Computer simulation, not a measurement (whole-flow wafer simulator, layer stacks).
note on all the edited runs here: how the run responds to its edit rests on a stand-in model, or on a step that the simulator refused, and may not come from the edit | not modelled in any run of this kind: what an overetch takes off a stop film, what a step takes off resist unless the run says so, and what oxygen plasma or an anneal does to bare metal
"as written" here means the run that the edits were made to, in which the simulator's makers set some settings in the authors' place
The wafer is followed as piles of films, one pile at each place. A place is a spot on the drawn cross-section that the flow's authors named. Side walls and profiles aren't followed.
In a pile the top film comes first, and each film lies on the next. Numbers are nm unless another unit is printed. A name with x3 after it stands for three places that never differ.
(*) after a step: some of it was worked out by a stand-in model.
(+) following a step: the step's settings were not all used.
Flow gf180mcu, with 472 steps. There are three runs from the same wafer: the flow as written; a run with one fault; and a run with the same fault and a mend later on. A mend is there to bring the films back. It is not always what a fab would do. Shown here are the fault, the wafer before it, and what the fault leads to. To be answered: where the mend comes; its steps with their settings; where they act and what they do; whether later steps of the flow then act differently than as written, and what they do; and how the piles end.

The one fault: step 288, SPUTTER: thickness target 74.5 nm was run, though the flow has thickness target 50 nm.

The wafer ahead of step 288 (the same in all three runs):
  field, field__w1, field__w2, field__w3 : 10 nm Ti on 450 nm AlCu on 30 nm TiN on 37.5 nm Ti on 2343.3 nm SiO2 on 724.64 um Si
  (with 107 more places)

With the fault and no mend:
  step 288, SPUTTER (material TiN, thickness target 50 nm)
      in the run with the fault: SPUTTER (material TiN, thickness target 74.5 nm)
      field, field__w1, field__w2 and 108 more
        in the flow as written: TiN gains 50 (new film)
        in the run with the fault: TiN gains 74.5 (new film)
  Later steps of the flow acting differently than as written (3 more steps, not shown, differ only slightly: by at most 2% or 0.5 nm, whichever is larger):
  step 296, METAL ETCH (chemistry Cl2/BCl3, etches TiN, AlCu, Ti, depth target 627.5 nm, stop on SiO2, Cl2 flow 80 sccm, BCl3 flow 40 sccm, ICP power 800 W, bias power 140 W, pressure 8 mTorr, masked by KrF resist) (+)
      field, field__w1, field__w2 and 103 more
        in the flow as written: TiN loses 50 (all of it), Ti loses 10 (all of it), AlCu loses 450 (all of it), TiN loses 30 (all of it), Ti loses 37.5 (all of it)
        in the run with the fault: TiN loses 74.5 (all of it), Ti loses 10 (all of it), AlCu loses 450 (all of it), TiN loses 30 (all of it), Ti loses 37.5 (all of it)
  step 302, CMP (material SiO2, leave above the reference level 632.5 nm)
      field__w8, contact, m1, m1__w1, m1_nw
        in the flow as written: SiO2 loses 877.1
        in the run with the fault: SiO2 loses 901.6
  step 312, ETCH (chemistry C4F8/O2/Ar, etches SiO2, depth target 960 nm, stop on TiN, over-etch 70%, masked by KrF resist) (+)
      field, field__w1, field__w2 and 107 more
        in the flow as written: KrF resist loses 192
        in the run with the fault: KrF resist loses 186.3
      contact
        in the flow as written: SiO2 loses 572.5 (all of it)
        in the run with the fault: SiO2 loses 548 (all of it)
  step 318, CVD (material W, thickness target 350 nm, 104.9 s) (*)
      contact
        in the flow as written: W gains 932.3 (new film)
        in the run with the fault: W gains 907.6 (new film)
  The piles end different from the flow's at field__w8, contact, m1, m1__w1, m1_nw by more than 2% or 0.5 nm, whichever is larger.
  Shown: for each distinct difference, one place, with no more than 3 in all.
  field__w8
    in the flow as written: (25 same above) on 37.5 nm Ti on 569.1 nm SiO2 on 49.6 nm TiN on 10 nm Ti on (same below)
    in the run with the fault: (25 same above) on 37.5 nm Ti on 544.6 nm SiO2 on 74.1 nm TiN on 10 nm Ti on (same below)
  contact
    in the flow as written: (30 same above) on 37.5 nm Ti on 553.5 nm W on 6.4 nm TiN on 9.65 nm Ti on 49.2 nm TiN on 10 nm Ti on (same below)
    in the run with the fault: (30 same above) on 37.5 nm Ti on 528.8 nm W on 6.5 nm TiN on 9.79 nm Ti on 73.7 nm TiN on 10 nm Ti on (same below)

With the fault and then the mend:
  The mend follows step 295.
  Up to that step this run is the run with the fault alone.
  step 295a, STRIP (chemistry O2/N2, power 2160 W, pressure 1700 mTorr) (*)
      field__w8, contact, m1, m1__w1, m1_nw
        KrF resist loses 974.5 (all of it)
  step 295b, METAL ETCH (chemistry Cl2/BCl3, etches TiN, AlCu, Ti, depth target 24.5 nm, Cl2 flow 80 sccm, BCl3 flow 40 sccm, ICP power 800 W, bias power 140 W, pressure 8 mTorr) (a further turn of the flow's step 260, with different settings)
      field, field__w1, field__w2 and 108 more
        TiN loses 24.5
  step 295c, HMDS (120 C, 60 s) (a further turn of the flow's step 290)
      leaves every film unchanged at each place that is followed
  step 295d, COAT (KrF resist, thickness 1000 nm) (a further turn of the flow's step 291)
      field, field__w1, field__w2 and 108 more
        KrF resist gains 1000 (new film)
  step 295e, SOFTBAKE (KrF resist) (a further turn of the flow's step 292)
      leaves every film unchanged at each place that is followed
  step 295f, EXPOSE (photomask Metal2) (a further turn of the flow's step 293)
      leaves every film unchanged at each place that is followed
  step 295g, PEB (KrF resist, 135 C, 90 s) (a further turn of the flow's step 294)
      field, field__w1, field__w2 and 108 more
        KrF resist loses 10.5
  step 295h, DEVELOP (thickness 1000 nm, 60 s) (a further turn of the flow's step 295)
      field, field__w1, field__w2 and 103 more
        KrF resist loses 989.5 (all of it)
      field__w8, contact, m1, m1__w1, m1_nw
        KrF resist loses 14.9
  None of the later steps of the flow acts differently than as written at any place that is followed.
  By the end, the piles equal the flow's at every place that both follow.
